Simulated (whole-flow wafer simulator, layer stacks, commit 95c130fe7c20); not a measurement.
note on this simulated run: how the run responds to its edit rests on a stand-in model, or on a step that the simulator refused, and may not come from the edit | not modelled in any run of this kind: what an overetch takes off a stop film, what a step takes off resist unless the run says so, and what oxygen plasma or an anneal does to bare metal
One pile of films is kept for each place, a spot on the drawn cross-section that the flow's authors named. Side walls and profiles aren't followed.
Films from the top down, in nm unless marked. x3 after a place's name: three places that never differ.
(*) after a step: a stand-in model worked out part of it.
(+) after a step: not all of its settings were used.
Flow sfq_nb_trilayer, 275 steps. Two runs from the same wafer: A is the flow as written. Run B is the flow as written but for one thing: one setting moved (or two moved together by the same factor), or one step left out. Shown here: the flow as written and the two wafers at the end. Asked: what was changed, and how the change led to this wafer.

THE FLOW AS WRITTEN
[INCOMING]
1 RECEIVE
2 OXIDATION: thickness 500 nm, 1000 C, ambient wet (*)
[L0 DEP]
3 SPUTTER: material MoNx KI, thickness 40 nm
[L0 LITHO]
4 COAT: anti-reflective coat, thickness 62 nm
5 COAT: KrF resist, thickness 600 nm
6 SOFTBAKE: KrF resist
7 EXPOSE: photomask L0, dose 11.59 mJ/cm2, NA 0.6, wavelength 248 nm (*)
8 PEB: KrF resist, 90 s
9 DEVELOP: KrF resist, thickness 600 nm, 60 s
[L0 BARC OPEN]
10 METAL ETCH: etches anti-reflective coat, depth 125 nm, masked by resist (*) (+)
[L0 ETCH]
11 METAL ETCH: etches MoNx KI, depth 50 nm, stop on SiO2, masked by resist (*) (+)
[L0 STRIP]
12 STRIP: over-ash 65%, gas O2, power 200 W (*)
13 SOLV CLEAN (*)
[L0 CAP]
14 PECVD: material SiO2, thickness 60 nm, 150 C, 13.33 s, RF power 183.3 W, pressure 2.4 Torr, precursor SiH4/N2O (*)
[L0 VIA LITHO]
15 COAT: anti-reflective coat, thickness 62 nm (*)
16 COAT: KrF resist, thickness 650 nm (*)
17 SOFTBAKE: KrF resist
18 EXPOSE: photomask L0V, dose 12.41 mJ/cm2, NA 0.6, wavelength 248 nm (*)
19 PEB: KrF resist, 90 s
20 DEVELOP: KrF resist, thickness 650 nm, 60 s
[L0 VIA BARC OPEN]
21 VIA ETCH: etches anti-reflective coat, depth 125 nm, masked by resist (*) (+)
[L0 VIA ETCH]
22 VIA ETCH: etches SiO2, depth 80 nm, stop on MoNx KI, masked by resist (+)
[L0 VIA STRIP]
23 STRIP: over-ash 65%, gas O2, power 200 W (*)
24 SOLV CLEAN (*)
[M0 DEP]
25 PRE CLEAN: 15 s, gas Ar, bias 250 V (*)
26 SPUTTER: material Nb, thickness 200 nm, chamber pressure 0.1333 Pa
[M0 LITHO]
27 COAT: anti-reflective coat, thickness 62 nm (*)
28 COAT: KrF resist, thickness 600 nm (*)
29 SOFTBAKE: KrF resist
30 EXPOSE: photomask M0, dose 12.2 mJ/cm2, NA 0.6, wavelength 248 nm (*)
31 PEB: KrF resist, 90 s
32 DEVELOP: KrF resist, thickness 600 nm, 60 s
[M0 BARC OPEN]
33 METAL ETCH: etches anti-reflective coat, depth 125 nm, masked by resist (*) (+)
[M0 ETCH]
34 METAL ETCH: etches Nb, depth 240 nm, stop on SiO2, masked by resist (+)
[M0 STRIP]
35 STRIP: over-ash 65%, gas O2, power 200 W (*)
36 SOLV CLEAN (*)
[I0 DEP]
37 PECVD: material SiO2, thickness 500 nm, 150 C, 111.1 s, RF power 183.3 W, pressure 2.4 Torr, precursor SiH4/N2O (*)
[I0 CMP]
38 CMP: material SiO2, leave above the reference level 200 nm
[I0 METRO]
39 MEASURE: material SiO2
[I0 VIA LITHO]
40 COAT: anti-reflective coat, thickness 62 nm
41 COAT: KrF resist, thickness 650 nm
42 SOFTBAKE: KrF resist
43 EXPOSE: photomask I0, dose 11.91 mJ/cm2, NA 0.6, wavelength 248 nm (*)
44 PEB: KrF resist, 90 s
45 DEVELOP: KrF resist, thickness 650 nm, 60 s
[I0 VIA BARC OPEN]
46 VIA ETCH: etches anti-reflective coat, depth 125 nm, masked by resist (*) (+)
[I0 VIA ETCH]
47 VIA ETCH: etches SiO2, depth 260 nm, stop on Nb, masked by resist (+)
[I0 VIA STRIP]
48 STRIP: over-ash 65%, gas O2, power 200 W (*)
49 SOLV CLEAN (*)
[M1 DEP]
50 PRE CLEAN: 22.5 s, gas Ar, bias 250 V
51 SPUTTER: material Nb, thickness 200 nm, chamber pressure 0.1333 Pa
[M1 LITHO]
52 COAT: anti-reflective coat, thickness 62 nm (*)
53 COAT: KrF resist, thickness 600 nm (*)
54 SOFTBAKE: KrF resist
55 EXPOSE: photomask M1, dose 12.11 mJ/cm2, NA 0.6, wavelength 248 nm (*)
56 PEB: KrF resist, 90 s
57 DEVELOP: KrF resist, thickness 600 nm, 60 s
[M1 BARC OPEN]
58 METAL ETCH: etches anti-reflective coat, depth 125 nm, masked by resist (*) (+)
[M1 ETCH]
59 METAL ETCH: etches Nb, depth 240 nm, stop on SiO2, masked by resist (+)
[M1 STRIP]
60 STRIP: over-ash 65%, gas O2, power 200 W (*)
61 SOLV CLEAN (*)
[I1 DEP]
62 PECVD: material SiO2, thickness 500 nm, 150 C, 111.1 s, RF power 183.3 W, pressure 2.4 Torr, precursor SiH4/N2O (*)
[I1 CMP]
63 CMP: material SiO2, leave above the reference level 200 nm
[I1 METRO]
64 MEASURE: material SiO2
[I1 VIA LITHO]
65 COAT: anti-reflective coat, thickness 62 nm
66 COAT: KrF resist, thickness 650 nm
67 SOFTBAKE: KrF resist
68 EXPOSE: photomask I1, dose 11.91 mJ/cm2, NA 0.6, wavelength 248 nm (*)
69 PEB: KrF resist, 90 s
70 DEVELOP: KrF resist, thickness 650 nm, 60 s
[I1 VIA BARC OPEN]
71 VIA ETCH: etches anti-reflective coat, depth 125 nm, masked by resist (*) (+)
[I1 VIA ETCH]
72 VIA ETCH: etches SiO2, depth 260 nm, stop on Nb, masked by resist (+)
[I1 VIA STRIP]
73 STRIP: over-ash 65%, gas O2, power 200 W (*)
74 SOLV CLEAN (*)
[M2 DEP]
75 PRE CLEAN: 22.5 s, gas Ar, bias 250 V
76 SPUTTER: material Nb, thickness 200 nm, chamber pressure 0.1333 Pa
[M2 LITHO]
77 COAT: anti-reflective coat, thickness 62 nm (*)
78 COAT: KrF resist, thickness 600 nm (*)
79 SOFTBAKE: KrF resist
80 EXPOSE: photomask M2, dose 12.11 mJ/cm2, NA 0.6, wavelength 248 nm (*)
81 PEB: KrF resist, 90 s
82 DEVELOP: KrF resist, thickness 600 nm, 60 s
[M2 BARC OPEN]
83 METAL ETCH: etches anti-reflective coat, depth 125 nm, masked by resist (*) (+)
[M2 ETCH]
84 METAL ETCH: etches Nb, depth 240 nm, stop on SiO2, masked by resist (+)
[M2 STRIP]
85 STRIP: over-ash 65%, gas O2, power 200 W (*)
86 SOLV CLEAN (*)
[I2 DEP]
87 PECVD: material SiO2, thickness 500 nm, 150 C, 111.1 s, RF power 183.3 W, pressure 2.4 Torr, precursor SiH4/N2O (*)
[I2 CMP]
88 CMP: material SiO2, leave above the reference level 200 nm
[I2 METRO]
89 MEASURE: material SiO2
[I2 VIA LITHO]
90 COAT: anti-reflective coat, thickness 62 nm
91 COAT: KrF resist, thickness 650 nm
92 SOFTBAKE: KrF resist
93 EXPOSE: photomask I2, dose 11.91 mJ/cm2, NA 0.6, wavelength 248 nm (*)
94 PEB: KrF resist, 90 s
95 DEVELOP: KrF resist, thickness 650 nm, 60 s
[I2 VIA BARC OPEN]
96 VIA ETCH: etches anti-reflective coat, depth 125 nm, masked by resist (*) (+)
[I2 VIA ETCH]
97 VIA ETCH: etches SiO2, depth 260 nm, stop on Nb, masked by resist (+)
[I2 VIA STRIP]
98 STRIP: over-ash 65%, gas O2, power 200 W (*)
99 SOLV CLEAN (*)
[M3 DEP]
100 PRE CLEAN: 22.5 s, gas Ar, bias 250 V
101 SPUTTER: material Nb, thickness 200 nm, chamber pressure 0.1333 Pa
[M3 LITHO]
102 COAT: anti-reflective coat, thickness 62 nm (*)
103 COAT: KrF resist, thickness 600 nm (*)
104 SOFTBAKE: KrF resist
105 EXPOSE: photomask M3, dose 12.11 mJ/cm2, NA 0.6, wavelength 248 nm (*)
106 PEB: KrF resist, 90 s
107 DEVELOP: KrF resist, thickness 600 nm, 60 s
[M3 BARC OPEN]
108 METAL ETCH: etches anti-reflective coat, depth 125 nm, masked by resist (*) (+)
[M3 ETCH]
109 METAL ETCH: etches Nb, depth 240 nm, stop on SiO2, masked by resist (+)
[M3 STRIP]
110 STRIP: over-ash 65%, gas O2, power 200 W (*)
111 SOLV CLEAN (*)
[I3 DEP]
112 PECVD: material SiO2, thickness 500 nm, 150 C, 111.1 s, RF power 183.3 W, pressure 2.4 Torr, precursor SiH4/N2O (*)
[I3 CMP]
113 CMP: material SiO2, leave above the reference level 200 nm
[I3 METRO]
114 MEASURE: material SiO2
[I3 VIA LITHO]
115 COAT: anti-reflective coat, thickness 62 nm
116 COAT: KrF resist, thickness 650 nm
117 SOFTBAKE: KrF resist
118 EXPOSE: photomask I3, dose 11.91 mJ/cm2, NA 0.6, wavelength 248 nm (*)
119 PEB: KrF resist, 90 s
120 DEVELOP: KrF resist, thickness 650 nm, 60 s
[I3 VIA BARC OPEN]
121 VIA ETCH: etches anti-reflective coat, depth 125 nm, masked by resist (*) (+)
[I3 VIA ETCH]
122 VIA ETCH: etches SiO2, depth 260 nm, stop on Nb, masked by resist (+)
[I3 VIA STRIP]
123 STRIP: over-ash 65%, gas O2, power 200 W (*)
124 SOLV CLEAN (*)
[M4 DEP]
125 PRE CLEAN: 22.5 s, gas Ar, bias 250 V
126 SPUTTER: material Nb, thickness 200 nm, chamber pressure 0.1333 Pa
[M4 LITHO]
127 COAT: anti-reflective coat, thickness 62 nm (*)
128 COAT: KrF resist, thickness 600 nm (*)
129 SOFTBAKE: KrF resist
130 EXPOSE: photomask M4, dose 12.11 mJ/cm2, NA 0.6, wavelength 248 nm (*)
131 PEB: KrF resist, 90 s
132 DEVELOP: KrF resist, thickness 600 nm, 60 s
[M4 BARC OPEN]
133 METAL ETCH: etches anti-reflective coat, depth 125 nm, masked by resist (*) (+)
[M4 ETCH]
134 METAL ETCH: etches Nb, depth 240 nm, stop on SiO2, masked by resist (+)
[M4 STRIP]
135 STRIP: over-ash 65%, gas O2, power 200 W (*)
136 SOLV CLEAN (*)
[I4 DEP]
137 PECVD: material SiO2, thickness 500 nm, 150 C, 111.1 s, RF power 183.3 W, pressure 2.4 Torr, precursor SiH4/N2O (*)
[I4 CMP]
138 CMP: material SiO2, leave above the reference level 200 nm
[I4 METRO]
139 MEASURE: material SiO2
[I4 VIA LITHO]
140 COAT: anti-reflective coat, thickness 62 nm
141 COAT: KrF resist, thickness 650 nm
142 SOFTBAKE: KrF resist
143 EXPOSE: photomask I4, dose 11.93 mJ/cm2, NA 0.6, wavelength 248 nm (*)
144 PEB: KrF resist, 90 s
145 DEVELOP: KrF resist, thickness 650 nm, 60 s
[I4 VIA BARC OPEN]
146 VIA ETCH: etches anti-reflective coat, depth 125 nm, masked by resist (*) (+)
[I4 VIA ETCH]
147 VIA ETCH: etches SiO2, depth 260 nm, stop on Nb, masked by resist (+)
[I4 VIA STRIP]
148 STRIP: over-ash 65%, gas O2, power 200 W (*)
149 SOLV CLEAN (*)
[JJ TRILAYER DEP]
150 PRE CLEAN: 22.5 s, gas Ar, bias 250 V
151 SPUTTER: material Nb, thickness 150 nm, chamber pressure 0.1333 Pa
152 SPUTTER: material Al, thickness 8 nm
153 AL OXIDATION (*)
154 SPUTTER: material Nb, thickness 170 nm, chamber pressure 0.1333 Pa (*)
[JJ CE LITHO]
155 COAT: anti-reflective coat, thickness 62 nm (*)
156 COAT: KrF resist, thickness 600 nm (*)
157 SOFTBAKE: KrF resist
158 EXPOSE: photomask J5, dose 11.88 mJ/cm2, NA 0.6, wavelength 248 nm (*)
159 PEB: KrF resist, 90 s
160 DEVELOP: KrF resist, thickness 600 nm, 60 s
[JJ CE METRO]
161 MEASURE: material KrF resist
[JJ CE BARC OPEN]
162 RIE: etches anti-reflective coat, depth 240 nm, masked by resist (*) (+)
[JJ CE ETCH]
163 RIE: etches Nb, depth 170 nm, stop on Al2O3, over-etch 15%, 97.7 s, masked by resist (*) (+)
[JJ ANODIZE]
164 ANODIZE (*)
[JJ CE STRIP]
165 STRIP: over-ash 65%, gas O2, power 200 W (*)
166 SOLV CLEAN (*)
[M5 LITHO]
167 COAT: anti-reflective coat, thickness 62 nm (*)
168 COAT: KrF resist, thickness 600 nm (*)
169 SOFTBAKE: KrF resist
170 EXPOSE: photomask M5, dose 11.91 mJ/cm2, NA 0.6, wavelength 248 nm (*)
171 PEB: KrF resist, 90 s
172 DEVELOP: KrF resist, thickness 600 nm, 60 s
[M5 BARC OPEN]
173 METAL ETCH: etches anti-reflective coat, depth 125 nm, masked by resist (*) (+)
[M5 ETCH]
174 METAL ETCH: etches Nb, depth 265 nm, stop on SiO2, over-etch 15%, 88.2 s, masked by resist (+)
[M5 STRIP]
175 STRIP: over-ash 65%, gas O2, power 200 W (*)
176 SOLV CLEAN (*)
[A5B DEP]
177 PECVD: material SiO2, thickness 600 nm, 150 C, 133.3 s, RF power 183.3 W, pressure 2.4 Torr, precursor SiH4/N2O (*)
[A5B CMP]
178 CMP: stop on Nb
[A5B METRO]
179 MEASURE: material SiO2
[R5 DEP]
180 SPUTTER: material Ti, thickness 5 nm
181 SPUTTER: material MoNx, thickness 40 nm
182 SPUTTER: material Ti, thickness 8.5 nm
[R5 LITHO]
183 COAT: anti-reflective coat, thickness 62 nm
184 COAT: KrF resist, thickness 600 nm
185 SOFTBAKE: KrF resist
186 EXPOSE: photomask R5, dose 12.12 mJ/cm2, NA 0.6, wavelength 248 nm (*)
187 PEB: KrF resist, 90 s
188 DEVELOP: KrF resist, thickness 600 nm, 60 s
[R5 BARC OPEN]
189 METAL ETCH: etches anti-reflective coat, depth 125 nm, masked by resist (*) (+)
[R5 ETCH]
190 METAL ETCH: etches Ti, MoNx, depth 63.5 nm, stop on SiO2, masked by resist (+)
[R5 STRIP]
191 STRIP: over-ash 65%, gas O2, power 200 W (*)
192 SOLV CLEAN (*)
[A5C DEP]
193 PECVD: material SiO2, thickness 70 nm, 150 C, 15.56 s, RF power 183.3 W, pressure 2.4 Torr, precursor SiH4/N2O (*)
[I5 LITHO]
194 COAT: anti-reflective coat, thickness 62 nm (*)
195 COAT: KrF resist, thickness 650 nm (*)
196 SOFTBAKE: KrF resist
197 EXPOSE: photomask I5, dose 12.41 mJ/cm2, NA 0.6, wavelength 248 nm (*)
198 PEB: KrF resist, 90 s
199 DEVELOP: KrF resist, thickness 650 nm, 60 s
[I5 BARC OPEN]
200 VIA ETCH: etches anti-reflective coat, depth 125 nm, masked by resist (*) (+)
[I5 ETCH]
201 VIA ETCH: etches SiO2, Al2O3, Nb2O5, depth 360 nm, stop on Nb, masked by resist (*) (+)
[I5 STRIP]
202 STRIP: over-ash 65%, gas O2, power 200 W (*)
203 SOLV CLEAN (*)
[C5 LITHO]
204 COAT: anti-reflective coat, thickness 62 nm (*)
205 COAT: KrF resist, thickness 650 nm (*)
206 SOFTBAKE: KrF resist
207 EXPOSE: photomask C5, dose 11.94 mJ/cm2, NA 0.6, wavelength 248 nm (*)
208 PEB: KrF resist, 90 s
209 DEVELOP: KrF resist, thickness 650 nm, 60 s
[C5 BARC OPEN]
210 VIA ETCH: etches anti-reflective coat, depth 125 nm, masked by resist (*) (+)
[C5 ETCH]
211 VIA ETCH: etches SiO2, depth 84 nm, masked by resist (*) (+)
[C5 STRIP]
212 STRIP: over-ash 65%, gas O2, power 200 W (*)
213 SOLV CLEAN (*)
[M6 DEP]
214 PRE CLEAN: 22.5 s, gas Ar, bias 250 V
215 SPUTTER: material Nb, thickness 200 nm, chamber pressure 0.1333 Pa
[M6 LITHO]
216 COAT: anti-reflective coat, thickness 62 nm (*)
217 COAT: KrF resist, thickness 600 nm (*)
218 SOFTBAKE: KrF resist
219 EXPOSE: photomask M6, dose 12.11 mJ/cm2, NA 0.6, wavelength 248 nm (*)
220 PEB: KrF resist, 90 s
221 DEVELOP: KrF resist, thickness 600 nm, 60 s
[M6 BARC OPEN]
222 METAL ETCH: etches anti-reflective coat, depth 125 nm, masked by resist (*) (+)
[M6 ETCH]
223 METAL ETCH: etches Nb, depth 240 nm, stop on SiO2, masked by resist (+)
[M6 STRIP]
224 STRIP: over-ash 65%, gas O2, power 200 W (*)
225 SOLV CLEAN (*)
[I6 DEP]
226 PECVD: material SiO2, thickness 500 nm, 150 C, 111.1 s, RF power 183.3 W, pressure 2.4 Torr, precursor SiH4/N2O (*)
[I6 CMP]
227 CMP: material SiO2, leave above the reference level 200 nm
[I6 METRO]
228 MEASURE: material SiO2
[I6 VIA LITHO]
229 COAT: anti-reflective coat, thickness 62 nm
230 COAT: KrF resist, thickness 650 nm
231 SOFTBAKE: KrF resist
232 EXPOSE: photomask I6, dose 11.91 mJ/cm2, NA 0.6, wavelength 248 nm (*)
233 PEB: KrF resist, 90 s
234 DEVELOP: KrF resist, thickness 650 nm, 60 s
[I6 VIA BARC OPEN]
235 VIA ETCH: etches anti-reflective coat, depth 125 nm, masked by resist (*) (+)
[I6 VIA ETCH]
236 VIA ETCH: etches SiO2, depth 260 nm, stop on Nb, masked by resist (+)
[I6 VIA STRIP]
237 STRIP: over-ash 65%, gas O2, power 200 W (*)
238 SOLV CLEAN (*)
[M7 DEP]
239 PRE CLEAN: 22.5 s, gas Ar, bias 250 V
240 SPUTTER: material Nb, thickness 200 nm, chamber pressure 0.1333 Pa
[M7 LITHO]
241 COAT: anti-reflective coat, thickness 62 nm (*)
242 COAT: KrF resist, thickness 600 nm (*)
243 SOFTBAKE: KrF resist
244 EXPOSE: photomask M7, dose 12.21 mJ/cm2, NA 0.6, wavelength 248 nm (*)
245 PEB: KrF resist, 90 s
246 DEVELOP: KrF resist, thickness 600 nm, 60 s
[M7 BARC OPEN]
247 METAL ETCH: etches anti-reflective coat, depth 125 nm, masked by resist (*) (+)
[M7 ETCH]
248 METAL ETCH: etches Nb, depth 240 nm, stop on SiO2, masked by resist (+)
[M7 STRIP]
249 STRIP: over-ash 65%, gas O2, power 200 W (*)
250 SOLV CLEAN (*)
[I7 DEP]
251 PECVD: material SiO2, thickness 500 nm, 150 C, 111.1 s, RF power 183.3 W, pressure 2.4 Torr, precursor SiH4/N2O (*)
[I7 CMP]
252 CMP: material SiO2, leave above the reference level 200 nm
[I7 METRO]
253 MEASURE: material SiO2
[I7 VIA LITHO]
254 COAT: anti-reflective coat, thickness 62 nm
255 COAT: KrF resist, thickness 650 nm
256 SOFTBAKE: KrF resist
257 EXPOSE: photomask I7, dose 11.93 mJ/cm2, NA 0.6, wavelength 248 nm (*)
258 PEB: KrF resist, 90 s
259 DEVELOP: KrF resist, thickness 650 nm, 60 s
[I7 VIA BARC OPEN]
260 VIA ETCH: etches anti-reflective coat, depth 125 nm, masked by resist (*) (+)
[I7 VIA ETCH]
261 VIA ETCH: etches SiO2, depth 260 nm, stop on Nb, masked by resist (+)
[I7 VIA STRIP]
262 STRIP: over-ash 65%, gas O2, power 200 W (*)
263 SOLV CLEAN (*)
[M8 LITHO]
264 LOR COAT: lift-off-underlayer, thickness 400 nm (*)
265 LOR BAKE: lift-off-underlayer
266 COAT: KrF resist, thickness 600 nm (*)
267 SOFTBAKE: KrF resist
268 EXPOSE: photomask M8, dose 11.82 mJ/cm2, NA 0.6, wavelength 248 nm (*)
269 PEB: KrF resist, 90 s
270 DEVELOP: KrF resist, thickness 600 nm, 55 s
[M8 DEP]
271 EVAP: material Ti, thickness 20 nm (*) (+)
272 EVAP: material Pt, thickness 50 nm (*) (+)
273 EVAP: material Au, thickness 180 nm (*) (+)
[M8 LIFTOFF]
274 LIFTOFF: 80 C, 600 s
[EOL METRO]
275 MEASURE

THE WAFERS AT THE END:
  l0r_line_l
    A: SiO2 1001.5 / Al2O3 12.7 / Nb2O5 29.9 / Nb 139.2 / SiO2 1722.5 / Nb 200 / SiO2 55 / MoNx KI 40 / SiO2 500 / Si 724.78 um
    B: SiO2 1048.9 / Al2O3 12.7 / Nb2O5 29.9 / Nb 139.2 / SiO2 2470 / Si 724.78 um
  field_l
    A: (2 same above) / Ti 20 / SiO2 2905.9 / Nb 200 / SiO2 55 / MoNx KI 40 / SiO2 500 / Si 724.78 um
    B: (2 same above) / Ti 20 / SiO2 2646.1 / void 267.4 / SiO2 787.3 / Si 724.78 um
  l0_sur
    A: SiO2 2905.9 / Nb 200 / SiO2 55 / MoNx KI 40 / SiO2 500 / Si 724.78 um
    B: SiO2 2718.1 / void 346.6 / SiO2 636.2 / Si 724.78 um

The cause: step 12, STRIP: over-ash 65%, gas O2, power 200 W (*), was left out.

How the change led to this, step by step:
  15 COAT: anti-reflective coat, thickness 62 nm (*)
      ce_l, c5j, ce_r, sp_r, be_r: A anti-reflective coat +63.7 (new film) | B anti-reflective coat +85.1 (new film)
      jj_sur, r_sur, res: A anti-reflective coat +63.7 (new film) | B anti-reflective coat +85.2 (new film)
      (and at 25 more places)
  16 COAT: KrF resist, thickness 650 nm (*)
      c5j, be_r: A KrF resist +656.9 (new film) | B KrF resist +757.3 (new film)
      ce_r, sp_r: A KrF resist +656.9 (new film) | B KrF resist +757.2 (new film)
      (and at 29 more places)
  19 PEB: KrF resist, 90 s
      via_wl: A KrF resist -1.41 | B KrF resist -2.03
      lsp_r: A KrF resist -1.4 | B KrF resist -1.91
      (and at 1 more place)
  20 DEVELOP: KrF resist, thickness 650 nm, 60 s
      l0v: A KrF resist -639 (all of it) | B KrF resist -551.1 (all of it)
  21 VIA ETCH: etches anti-reflective coat, depth 125 nm, masked by resist (*) (+)
      field_l, v_sur, via_wl and 102 more: A KrF resist -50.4 | B KrF resist -33.5
      l0v: A anti-reflective coat -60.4 (all of it), SiO2 -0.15 | B anti-reflective coat -40.2 (all of it), SiO2 -0.1
  22 VIA ETCH: etches SiO2, depth 80 nm, stop on MoNx KI, masked by resist (+)
      l0v: A SiO2 -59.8 (all of it) | B SiO2 -59.9 (all of it), KrF resist -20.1
  23 STRIP: over-ash 65%, gas O2, power 200 W (*)
      l0v: A nothing | B KrF resist -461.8 (all of it), anti-reflective coat -62 (all of it)
      p4_fl, p4_fm, p4_w1 and 70 more: A KrF resist -560.9 (all of it), anti-reflective coat -62 (all of it) | B KrF resist -577.8 (all of it), anti-reflective coat -62 (all of it)
      (and at 32 more places)
  26 SPUTTER: material Nb, thickness 200 nm, chamber pressure 0.1333 Pa
      v_sur: A Nb +200 (new film) | B Nb +127.5 (new film)
      via_wl: A Nb +200 (new film) | B Nb +161 (new film)
      (and at 4 more places)
  27 COAT: anti-reflective coat, thickness 62 nm (*)
      jj_sur, ce_l, c5j, r_sur, res: A anti-reflective coat +63.6 (new film) | B anti-reflective coat +84.3 (new film)
      be_sur, moat, field_r: A anti-reflective coat +63.7 (new film) | B anti-reflective coat +84.5 (new film)
      (and at 25 more places)
  28 COAT: KrF resist, thickness 600 nm (*)
      be, lsp_l: A KrF resist +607 (new film) | B KrF resist +706 (new film)
      ce_l, r_end: A KrF resist +606.7 (new film) | B KrF resist +703.8 (new film)
      (and at 29 more places)
  31 PEB: KrF resist, 90 s
      via_wl: A KrF resist -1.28 | B KrF resist -1.96
      l0_sur: A KrF resist -1.23 | B KrF resist -0.72
      (and at 2 more places)
  32 DEVELOP: KrF resist, thickness 600 nm, 60 s
      moat: A KrF resist -605.5 (all of it) | B KrF resist -702.7 (all of it)
  33 METAL ETCH: etches anti-reflective coat, depth 125 nm, masked by resist (*) (+)
      moat: A anti-reflective coat -63.7 (all of it) | B anti-reflective coat -84.5 (all of it)
  35 STRIP: over-ash 65%, gas O2, power 200 W (*)
      field_l: A KrF resist -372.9 (all of it), anti-reflective coat -56.9 (all of it) | B KrF resist -253.9 (all of it), anti-reflective coat -30.8 (all of it)
      v_sur: A KrF resist -391.6 (all of it), anti-reflective coat -72.3 (all of it) | B KrF resist -564.4 (all of it), anti-reflective coat -273.9 (all of it)
      (and at 30 more places)
  37 PECVD: material SiO2, thickness 500 nm, 150 C, 111.1 s, RF power 183.3 W, pressure 2.4 Torr, precursor SiH4/N2O (*)
      l0v: A SiO2 +500 (new film) | B SiO2 +220.3 (new film), void +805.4 (new film), SiO2 +178.7 (new film)
      moat: A SiO2 +557.1 | B SiO2 +494.6
      (and at 1 more place)
  38 CMP: material SiO2, leave above the reference level 200 nm
      field_l, l0_sur, l0r_line_l, l0r_line_c, l0r_line_r: A SiO2 -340 | B SiO2 -500 (all of it), Nb -200 (all of it), SiO2 -55 (all of it), KrF resist -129
      l0v: A SiO2 -277.8 | B SiO2 -220.3 (all of it), void -805.4 (all of it)
      (and at 7 more places)
  ... 52 more steps ...
  178 CMP: stop on Nb
      l0r_line_l, l0r_line_c, l0r_line_r: A SiO2 -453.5 | B SiO2 -406.1
Counting metal films that touch as one body, l0r_line_l has 1 body; the flow as written gives 3 bodies (between them, from the top down: SiO2 1722.5; SiO2 55).
Counting metal films that touch as one body, field_l has 1 body; the flow as written gives 3 bodies (between them, from the top down: SiO2 2905.9; SiO2 55).
Counting metal films that touch as one body, l0_sur has 0 bodies; the flow as written gives 2 bodies (between them, from the top down: SiO2 55).
